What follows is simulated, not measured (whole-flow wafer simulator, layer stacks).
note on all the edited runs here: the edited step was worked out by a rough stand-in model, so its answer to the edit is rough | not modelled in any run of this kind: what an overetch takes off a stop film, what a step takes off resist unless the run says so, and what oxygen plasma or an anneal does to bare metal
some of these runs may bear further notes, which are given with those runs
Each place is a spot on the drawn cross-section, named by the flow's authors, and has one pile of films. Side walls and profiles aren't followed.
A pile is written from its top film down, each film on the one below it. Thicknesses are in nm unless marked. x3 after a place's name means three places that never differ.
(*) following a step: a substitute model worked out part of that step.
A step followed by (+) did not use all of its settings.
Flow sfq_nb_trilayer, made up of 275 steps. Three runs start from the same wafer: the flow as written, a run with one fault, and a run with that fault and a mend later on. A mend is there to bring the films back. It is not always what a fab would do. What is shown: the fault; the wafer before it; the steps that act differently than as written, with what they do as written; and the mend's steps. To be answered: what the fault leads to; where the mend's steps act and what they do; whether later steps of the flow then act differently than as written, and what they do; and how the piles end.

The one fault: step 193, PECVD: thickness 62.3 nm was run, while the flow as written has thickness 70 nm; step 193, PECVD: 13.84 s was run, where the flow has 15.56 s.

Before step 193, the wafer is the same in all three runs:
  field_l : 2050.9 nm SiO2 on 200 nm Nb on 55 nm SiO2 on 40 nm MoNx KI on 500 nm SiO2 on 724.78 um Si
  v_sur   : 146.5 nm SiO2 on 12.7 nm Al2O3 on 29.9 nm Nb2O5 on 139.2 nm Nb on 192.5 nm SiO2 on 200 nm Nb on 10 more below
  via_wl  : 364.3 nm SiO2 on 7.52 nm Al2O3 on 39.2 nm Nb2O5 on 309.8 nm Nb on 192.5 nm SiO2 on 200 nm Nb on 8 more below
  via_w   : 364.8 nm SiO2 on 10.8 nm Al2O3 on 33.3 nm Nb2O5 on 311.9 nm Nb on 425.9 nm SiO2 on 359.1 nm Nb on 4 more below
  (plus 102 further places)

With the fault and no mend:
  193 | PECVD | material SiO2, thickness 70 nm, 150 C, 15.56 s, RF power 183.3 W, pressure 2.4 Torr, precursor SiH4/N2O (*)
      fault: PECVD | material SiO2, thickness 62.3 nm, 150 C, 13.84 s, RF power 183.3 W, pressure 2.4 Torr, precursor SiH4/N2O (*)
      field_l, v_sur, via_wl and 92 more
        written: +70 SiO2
        fault: +62.3 SiO2
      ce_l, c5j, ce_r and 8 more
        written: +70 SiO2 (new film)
        fault: +62.3 SiO2 (new film)
  Steps further on in the flow that do not act as written (14 other steps are not shown; they differ only slightly, by no more than 2% or 0.5 nm, whichever is larger):
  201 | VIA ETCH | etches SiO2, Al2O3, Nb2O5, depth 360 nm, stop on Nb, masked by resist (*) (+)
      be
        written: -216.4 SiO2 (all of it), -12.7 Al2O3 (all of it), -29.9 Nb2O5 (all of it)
        fault: -208.7 SiO2 (all of it), -12.7 Al2O3 (all of it), -29.9 Nb2O5 (all of it)
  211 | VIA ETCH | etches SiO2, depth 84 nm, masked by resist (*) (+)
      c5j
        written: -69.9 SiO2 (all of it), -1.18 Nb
        fault: -62.2 SiO2 (all of it), -1.82 Nb
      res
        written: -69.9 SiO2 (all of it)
        fault: -62.2 SiO2 (all of it)
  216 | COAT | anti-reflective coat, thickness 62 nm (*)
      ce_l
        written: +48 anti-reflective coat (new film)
        fault: +49.9 anti-reflective coat (new film)
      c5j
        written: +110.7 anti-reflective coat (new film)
        fault: +105.7 anti-reflective coat (new film)
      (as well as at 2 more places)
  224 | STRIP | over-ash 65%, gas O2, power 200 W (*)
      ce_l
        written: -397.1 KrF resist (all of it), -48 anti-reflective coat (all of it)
        fault: -396.1 KrF resist (all of it), -49.9 anti-reflective coat (all of it)
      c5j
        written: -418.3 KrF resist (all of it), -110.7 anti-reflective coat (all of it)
        fault: -414.8 KrF resist (all of it), -105.7 anti-reflective coat (all of it)
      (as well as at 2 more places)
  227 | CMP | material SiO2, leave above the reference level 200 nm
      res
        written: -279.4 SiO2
        fault: -288.6 SiO2
  The piles end different from the flow's at v_sur, via_sp, via_v and 16 more by more than 2% or 0.5 nm, whichever is larger.
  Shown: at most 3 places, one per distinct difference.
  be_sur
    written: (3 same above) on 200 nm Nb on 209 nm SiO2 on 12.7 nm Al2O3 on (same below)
    fault: (3 same above) on 200 nm Nb on 201.3 nm SiO2 on 12.7 nm Al2O3 on (same below)
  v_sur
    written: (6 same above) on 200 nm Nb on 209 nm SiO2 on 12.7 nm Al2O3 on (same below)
    fault: (6 same above) on 200 nm Nb on 201.3 nm SiO2 on 12.7 nm Al2O3 on (same below)
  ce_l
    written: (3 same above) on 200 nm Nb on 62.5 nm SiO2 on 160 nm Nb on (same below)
    fault: (3 same above) on 200 nm Nb on 54.8 nm SiO2 on 160 nm Nb on (same below)

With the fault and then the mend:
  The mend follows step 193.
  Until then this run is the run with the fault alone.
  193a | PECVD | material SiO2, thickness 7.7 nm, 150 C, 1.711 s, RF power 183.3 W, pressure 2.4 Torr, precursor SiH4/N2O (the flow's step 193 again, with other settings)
      field_l, v_sur, via_wl and 103 more
        +7.7 SiO2
  Later steps of the flow that are run all act as written at every place that is followed, up to a difference of at most 2% or 0.5 nm, whichever is larger.
  When the end is reached, the piles differ only a little from the flow's at the places that both follow, at most by 2% or 0.5 nm, whichever is larger.
